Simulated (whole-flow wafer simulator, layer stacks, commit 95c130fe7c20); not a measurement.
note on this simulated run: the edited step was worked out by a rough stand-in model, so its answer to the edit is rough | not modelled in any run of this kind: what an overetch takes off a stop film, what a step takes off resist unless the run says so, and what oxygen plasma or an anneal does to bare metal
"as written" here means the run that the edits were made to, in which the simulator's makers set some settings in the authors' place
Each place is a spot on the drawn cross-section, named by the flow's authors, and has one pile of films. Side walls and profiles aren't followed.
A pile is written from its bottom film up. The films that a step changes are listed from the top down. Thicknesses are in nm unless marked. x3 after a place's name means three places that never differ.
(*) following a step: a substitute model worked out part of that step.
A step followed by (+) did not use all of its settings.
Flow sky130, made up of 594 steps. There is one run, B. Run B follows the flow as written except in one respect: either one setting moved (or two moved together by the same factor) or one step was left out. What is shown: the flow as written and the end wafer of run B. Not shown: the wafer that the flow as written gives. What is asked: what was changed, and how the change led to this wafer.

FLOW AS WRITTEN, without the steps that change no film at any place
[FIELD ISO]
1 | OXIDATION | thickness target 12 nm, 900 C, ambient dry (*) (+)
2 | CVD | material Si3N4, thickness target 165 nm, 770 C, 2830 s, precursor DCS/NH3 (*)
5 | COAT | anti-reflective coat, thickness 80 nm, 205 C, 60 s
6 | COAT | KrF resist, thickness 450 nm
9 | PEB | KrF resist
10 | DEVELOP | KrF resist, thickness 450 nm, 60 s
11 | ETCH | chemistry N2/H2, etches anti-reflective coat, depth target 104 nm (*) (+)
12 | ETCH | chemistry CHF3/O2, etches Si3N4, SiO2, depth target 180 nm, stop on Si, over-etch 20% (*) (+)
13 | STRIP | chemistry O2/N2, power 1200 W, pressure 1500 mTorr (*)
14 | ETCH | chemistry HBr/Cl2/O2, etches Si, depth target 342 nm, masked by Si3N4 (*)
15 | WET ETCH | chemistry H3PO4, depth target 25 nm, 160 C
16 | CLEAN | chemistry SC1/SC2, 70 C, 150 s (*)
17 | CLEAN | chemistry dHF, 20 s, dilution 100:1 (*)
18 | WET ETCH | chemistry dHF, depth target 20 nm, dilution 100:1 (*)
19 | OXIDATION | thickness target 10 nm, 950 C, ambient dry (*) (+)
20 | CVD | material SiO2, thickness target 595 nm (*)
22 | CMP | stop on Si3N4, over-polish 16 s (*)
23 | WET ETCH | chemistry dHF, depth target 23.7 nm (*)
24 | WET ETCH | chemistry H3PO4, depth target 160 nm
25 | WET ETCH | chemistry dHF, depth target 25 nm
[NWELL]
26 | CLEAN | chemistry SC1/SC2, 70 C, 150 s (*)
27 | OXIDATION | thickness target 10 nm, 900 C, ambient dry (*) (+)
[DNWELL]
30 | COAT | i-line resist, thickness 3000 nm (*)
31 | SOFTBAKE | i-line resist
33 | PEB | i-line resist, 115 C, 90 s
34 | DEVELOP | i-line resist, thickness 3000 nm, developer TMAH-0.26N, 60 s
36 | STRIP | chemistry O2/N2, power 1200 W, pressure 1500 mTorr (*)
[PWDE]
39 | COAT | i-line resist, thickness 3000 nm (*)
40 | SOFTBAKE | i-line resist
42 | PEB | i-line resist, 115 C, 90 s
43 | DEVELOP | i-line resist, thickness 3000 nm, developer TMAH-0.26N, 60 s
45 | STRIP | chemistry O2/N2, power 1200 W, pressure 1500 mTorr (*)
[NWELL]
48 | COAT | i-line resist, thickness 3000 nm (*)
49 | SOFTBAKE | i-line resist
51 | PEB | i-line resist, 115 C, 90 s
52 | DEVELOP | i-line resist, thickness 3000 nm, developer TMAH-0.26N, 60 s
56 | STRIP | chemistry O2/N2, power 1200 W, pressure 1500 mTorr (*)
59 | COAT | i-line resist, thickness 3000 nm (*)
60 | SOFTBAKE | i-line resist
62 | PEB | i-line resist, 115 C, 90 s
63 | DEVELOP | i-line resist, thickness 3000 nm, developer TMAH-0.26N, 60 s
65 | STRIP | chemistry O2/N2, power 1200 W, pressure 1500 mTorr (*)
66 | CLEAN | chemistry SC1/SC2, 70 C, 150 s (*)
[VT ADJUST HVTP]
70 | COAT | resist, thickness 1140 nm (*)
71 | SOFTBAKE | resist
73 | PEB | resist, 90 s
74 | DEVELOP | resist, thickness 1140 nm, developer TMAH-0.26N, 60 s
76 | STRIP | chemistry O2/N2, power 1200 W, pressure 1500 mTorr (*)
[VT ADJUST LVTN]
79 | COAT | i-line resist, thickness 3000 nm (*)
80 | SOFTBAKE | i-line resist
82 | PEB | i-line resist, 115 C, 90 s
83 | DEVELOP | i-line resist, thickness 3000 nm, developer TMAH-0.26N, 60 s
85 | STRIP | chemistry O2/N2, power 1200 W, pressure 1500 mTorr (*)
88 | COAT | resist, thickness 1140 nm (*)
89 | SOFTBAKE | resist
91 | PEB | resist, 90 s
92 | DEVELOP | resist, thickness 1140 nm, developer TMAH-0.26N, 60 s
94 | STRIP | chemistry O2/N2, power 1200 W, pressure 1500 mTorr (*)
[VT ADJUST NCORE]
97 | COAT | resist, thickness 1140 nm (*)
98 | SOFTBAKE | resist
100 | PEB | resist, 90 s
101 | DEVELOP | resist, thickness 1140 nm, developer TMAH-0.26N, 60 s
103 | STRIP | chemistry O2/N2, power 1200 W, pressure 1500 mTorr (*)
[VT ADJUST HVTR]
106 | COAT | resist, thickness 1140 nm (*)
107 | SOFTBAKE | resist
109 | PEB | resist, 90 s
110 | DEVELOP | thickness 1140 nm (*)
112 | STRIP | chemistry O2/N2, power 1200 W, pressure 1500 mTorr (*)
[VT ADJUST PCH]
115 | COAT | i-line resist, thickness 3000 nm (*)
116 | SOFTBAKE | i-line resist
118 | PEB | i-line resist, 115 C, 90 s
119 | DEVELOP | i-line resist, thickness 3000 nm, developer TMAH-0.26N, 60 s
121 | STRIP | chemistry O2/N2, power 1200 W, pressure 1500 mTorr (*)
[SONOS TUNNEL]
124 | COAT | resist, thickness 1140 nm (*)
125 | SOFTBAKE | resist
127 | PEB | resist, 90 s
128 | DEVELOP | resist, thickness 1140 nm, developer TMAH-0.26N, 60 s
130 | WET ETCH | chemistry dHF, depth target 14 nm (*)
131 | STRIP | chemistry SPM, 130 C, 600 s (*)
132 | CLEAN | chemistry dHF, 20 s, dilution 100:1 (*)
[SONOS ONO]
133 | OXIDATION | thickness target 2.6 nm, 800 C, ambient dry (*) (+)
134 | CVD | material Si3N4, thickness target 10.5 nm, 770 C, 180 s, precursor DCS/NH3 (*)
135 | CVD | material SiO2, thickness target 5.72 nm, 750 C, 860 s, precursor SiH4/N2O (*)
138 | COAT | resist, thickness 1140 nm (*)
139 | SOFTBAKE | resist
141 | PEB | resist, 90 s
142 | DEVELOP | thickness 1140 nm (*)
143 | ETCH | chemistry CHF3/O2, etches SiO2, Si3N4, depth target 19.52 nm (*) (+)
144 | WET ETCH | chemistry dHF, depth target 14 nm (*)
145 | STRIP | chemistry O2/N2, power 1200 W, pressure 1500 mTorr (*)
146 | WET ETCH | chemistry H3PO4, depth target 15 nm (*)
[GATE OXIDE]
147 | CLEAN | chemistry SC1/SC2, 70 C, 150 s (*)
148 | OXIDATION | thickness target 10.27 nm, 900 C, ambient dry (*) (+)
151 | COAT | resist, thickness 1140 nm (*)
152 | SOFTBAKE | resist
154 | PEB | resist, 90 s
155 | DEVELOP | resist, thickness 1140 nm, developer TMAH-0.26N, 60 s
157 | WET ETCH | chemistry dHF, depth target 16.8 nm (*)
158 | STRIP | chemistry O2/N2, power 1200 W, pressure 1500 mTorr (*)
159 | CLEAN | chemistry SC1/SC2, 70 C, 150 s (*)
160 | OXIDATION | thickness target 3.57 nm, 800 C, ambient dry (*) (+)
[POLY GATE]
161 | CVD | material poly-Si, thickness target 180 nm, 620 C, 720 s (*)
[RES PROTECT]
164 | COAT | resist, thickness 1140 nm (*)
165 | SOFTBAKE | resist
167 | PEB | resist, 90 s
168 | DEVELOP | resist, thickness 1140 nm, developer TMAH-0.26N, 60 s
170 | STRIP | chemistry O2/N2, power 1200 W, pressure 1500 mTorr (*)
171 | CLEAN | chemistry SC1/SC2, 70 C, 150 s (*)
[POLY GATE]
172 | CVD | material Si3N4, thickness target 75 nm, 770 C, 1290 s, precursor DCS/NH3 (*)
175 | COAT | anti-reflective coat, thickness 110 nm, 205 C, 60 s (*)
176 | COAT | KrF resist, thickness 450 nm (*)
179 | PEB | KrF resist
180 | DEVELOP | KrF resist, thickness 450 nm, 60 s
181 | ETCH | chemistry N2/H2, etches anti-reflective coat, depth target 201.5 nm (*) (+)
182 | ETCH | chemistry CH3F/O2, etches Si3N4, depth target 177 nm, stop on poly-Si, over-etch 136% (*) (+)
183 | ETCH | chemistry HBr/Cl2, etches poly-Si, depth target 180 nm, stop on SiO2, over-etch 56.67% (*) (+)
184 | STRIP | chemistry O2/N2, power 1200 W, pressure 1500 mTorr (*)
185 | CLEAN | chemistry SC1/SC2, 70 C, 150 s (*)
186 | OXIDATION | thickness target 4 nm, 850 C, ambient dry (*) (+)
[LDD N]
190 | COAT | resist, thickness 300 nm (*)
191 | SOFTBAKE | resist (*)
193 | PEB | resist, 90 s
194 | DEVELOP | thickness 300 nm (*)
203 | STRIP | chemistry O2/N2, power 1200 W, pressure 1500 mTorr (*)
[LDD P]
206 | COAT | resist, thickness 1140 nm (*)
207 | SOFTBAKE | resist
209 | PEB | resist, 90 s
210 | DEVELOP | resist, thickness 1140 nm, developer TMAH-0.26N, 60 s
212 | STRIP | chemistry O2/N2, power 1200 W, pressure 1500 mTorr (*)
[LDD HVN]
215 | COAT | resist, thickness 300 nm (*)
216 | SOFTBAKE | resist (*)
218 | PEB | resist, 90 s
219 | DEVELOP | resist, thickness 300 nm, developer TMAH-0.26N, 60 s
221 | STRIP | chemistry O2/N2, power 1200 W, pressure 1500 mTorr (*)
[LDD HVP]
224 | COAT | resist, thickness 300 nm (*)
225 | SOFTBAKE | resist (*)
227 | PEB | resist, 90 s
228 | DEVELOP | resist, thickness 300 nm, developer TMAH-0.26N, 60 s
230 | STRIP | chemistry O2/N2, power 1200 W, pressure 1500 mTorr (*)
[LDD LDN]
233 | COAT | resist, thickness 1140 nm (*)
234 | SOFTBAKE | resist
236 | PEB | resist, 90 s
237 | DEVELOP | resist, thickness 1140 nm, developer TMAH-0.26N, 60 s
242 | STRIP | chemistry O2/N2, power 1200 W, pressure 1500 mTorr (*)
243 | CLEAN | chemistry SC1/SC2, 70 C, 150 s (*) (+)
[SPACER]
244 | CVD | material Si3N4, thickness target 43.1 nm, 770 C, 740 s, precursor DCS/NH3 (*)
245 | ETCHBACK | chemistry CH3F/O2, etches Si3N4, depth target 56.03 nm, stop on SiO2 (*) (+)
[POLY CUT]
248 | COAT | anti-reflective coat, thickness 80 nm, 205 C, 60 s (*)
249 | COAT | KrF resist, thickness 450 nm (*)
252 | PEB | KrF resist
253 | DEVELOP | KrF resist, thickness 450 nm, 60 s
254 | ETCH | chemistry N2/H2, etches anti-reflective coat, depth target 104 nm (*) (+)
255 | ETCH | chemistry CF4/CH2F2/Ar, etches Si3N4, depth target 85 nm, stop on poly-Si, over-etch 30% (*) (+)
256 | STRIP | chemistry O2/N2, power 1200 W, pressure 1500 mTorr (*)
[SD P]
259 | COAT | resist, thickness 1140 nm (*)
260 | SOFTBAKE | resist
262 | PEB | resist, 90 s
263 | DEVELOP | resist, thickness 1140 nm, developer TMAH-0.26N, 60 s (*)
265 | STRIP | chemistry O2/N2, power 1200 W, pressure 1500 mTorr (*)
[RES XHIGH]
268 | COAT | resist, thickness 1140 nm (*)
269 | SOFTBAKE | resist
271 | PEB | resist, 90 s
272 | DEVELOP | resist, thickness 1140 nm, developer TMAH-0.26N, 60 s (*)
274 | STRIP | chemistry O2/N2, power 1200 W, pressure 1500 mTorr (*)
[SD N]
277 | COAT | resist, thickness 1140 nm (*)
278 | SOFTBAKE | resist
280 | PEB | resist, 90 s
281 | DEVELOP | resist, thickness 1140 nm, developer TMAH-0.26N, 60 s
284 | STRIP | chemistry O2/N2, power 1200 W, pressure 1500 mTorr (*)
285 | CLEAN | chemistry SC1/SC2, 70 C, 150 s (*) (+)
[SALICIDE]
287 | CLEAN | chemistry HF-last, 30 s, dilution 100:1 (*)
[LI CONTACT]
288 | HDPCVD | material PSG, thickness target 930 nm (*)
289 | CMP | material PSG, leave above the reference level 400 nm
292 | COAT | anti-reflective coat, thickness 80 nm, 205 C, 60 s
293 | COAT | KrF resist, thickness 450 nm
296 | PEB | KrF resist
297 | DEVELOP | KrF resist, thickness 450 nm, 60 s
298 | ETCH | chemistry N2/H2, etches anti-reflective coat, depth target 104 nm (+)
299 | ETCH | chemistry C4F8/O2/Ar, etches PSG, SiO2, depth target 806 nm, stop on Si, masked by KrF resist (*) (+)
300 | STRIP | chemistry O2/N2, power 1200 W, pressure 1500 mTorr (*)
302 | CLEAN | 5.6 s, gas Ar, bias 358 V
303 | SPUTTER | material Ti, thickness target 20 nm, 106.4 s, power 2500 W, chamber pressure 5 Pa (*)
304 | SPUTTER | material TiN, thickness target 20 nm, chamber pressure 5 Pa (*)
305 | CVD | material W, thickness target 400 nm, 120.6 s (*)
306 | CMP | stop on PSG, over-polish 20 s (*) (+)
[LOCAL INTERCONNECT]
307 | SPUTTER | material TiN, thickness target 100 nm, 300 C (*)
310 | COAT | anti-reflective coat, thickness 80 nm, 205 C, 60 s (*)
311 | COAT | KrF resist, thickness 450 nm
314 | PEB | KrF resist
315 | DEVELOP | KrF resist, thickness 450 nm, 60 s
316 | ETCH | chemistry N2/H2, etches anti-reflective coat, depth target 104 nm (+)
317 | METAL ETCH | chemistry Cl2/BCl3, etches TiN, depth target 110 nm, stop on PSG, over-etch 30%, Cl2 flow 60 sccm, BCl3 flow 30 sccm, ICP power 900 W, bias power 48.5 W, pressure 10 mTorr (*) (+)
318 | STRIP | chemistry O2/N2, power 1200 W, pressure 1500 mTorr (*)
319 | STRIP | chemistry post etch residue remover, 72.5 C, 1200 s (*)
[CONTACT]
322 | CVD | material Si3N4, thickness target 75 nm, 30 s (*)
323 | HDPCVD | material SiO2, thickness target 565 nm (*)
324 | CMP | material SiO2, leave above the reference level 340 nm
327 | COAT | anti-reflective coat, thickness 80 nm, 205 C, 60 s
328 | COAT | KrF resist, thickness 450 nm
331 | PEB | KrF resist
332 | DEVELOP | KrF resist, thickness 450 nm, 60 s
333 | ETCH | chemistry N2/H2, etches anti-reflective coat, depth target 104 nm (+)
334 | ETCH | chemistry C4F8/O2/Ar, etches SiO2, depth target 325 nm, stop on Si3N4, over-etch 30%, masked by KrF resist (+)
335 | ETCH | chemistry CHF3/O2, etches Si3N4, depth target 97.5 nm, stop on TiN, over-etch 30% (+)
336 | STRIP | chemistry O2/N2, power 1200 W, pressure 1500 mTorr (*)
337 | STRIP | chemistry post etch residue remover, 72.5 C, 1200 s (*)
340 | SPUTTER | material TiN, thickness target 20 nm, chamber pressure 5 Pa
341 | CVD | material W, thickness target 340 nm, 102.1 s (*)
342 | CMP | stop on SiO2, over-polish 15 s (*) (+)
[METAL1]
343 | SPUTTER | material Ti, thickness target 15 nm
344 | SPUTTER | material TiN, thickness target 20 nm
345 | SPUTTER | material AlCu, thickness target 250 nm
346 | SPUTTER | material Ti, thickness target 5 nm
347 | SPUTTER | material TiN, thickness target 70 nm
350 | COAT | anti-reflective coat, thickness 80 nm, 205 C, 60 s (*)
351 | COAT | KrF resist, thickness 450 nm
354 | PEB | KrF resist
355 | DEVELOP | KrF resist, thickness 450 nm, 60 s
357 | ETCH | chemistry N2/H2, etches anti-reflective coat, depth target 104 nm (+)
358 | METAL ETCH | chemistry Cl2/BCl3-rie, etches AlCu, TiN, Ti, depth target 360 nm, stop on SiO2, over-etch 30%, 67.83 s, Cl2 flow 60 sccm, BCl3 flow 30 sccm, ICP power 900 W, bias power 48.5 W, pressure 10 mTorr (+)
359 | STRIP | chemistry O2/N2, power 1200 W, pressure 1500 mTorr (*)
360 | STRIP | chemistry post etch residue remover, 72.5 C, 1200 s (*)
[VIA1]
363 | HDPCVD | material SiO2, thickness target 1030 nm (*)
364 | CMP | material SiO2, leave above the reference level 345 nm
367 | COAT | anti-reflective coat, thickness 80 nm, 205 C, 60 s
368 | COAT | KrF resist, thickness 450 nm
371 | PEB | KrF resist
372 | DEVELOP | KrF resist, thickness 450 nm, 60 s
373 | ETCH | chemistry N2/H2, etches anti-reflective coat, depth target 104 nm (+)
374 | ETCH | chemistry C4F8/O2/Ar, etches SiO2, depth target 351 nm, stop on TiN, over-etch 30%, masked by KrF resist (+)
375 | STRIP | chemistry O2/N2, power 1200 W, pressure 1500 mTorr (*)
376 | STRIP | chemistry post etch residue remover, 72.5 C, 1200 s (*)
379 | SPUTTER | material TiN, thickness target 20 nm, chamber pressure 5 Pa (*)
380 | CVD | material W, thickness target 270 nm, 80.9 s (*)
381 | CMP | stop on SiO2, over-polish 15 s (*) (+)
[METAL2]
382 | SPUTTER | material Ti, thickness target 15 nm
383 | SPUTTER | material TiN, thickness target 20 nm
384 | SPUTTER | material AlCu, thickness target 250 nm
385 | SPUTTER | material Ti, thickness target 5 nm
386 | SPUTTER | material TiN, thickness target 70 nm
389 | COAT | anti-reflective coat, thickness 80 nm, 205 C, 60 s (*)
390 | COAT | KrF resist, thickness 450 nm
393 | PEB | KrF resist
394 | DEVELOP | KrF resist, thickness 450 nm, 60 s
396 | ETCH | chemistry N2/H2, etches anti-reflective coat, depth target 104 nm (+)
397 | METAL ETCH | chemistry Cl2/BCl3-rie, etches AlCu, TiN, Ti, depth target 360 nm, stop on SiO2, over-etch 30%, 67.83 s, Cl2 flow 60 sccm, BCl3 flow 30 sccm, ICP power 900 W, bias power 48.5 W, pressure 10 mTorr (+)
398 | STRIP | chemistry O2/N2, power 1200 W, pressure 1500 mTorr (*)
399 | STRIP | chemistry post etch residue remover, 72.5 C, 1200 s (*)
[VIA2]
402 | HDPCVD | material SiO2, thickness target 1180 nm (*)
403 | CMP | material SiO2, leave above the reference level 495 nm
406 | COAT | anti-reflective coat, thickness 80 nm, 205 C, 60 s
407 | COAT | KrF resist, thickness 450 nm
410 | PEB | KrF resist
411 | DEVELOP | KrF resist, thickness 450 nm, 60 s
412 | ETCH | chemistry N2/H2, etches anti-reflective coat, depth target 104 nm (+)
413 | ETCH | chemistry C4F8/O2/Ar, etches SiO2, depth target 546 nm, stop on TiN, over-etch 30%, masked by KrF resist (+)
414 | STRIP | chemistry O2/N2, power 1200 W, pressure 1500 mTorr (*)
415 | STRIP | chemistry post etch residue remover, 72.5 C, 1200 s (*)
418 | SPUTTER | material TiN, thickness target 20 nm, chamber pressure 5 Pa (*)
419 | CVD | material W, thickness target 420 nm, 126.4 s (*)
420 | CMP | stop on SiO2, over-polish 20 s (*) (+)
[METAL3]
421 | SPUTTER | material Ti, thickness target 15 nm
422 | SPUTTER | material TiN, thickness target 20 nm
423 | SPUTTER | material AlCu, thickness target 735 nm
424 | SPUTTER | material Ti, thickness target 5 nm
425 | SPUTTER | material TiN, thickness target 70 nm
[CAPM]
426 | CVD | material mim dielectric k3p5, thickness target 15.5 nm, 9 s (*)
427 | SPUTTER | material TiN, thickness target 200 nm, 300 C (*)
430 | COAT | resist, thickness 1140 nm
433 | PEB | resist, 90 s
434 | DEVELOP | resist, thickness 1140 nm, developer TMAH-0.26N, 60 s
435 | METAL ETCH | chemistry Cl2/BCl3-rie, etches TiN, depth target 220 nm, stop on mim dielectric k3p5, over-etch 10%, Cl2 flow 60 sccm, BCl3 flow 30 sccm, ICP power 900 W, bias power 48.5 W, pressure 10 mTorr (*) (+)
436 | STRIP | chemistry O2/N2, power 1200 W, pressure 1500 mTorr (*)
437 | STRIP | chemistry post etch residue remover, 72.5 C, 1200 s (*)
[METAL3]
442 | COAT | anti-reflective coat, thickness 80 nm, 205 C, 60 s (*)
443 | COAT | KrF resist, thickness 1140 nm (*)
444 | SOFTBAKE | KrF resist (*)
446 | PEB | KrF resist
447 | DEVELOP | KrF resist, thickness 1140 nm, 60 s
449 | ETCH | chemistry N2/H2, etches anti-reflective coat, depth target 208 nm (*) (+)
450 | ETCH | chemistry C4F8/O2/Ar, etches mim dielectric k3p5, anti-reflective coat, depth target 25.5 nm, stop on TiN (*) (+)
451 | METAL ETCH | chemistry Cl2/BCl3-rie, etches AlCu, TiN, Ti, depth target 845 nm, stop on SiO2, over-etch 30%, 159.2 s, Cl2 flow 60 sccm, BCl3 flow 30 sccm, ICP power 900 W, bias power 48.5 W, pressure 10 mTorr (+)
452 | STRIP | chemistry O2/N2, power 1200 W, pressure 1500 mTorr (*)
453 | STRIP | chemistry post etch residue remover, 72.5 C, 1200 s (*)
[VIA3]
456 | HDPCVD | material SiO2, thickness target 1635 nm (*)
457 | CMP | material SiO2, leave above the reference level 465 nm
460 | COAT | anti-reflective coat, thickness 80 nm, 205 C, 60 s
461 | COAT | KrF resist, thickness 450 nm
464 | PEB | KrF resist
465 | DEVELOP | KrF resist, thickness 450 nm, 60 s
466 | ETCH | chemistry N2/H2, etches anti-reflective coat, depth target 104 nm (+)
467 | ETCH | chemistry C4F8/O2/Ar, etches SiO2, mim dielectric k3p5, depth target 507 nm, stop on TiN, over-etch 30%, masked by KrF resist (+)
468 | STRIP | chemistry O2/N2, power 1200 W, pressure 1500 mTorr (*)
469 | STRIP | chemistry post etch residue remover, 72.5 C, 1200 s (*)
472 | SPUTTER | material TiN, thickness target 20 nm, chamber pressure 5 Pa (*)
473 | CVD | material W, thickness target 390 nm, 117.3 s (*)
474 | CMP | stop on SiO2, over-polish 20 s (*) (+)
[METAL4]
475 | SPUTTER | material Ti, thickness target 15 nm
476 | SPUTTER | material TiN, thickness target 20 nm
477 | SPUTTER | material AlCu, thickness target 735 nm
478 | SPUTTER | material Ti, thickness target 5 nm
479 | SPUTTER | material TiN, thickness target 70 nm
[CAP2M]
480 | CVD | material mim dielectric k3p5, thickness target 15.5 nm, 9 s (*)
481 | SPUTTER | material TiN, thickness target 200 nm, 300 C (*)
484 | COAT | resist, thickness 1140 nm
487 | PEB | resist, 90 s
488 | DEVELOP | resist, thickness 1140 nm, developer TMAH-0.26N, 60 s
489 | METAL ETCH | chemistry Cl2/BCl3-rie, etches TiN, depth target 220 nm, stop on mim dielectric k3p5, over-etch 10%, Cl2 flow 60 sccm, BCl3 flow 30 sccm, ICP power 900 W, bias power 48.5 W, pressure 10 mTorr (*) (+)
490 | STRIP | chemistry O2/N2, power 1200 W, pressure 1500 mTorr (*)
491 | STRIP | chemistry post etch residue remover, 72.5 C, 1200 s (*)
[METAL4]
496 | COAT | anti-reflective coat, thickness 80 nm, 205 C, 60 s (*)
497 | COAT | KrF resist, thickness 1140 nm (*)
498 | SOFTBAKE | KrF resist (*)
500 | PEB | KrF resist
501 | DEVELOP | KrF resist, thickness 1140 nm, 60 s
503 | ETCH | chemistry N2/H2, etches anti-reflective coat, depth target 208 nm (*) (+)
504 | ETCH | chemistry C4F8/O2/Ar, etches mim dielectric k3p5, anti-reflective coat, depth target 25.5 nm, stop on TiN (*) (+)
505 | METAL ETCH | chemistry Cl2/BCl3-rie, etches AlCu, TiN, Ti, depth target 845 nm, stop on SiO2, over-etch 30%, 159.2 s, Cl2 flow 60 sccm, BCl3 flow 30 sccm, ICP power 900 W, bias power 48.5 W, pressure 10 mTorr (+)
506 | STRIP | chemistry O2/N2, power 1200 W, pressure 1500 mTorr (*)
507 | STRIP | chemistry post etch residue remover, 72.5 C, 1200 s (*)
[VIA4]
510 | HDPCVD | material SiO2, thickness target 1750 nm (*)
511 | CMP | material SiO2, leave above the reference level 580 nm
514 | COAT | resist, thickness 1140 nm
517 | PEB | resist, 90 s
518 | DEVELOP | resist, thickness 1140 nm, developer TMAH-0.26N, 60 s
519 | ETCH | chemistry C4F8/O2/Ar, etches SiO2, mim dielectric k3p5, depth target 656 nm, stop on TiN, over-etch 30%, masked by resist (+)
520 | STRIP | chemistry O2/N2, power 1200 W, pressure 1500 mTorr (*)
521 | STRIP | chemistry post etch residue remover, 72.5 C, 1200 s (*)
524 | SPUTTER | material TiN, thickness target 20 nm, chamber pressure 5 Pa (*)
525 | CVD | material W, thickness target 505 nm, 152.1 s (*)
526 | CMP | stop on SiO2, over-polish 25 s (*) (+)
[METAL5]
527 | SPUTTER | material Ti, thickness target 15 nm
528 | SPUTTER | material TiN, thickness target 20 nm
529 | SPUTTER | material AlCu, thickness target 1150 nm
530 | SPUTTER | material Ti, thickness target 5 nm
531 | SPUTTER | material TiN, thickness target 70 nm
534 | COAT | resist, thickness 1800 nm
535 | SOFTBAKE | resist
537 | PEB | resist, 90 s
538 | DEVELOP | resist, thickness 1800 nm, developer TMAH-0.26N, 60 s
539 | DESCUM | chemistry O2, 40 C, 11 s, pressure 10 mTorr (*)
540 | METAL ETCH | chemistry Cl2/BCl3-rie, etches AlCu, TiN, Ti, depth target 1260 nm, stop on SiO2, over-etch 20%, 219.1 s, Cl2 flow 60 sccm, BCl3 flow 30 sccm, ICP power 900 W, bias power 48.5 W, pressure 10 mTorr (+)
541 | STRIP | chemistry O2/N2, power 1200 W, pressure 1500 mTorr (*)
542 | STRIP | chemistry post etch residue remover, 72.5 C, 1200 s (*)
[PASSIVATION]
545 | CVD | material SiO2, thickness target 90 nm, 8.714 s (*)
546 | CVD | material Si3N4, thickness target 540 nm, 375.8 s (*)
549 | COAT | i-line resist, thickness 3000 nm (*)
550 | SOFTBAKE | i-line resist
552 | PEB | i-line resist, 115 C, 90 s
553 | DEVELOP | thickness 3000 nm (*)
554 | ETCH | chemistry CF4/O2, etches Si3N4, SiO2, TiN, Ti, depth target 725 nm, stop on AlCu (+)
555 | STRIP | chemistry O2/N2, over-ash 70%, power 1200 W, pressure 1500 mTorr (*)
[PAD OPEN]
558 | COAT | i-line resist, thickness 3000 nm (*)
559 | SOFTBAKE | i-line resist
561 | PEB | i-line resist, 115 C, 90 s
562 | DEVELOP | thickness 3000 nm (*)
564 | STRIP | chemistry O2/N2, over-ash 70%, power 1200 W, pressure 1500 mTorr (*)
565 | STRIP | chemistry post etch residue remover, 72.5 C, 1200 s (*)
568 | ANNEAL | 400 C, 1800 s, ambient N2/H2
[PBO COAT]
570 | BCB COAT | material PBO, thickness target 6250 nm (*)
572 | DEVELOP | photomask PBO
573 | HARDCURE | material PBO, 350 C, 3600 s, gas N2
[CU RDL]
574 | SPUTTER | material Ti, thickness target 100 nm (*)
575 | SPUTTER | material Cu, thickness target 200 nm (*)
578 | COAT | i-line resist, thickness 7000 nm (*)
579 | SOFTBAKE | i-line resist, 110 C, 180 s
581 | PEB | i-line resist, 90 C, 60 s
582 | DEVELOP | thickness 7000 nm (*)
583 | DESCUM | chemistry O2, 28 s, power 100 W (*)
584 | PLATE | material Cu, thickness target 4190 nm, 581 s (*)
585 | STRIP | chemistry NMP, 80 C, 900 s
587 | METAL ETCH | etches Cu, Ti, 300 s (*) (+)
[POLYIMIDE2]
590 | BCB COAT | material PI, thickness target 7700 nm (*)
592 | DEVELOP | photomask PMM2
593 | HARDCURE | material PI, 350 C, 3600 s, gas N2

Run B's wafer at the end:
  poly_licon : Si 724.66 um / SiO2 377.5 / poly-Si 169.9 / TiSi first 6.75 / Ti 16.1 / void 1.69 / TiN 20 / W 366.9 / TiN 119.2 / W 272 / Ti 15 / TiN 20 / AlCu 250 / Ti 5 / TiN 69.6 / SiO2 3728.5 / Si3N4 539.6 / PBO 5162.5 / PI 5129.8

The reason: step 341, CVD: thickness target 272 nm was run, whereas the flow has thickness target 340 nm.

Step by step, how the change led to this:
  341 | CVD | material W, thickness target 340 nm, 102.1 s (*)
      field, active, n_well and 185 more: W gains 272 (new film) (in the flow as written it would be: W gains 340 (new film))
      ndiff_licon, ndiff_licon_cpp, rpo_hd_licon: W gains 622.5 (new film) (in the flow as written it would be: W gains 690.5 (new film))
  342 | CMP | stop on SiO2, over-polish 15 s (*) (+)
      poly_licon: nothing (in the flow as written it would be: W loses 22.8)
      field, active, n_well and 184 more: W loses 272 (all of it), TiN loses 20 (all of it), SiO2 loses 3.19 (in the flow as written it would be: W loses 340 (all of it), TiN loses 20 (all of it), SiO2 loses 3.19)
      (as well as at 3 more places)
  350 | COAT | anti-reflective coat, thickness 80 nm, 205 C, 60 s (*)
      poly_licon: anti-reflective coat gains 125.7 (new film) (in the flow as written it would be: anti-reflective coat gains 80.4 (new film))
  359 | STRIP | chemistry O2/N2, power 1200 W, pressure 1500 mTorr (*)
      poly_licon: KrF resist loses 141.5 (all of it), anti-reflective coat loses 125.7 (all of it) (in the flow as written it would be: KrF resist loses 141.5 (all of it), anti-reflective coat loses 80.4 (all of it))
  364 | CMP | material SiO2, leave above the reference level 345 nm
      poly_licon: SiO2 loses 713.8 (in the flow as written it would be: SiO2 loses 759)
